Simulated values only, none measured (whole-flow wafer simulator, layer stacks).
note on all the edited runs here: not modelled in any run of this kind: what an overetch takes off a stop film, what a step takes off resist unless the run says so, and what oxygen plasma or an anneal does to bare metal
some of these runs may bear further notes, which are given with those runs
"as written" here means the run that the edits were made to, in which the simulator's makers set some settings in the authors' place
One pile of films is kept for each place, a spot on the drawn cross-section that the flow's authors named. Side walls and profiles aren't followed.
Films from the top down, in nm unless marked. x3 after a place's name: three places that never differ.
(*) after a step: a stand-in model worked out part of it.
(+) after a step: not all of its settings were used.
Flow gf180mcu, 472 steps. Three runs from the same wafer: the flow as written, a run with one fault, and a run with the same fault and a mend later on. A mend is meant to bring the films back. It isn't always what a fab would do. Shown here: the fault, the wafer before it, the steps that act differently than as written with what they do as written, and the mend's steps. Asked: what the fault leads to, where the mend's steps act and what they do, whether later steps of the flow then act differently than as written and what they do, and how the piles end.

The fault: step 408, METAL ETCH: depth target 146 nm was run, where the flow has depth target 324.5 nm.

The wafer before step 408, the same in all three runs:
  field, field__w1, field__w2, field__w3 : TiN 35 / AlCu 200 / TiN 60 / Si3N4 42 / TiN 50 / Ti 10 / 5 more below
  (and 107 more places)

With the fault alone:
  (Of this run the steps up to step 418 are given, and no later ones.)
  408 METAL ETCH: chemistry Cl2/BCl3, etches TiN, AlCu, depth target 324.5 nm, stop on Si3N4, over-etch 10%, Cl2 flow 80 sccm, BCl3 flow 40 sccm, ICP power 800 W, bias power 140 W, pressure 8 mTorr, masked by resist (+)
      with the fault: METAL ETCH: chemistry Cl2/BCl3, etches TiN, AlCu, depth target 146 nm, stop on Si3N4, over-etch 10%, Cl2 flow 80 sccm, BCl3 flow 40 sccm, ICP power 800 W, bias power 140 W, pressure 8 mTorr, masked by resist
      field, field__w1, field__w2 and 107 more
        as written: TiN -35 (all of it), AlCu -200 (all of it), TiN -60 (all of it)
        with the fault: TiN -35 (all of it), AlCu -111
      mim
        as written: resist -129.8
        with the fault: resist -58.4
  Later steps of the flow that act differently than as written:
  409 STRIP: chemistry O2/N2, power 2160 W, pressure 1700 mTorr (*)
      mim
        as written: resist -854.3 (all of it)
        with the fault: resist -925.7 (all of it)
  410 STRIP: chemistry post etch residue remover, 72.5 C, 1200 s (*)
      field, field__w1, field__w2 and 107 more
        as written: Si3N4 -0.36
        with the fault: AlCu -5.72
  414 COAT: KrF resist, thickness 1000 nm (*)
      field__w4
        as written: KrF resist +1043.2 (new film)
        with the fault: KrF resist +1020.4 (new film)
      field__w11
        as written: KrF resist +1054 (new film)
        with the fault: KrF resist +1025.2 (new film)
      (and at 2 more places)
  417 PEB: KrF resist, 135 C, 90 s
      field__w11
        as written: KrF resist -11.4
        with the fault: KrF resist -10.8
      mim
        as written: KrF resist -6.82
        with the fault: KrF resist -8.59
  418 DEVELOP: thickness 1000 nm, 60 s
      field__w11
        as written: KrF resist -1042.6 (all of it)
        with the fault: KrF resist -1014.4 (all of it)
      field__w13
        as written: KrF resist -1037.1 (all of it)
        with the fault: KrF resist -1011.8 (all of it)
  After step 418 the piles differ from the flow's by more than 2% or 0.5 nm, whichever is larger, at field, field__w1, field__w2 and 109 more.
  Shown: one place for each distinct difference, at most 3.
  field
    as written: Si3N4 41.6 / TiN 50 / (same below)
    with the fault: AlCu 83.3 / TiN 60 / Si3N4 42 / TiN 50 / (same below)
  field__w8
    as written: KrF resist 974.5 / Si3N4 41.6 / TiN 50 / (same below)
    with the fault: KrF resist 974.5 / AlCu 83.3 / TiN 60 / Si3N4 42 / TiN 50 / (same below)
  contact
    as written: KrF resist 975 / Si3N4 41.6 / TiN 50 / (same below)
    with the fault: KrF resist 974.8 / AlCu 83.3 / TiN 60 / Si3N4 42 / TiN 50 / (same below)

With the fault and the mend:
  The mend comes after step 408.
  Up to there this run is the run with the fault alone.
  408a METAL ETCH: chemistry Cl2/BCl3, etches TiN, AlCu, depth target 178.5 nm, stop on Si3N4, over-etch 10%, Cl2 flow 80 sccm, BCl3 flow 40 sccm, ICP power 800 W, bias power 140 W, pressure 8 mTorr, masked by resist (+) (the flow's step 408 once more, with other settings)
      field, field__w1, field__w2 and 107 more
        AlCu -89 (all of it), TiN -60 (all of it)
      mim
        resist -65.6
  No later step of the flow acts differently than as written, at any place that is followed, by more than 2% or 0.5 nm, whichever is larger.
  At the end the piles are the same as the flow's at every place that both follow.
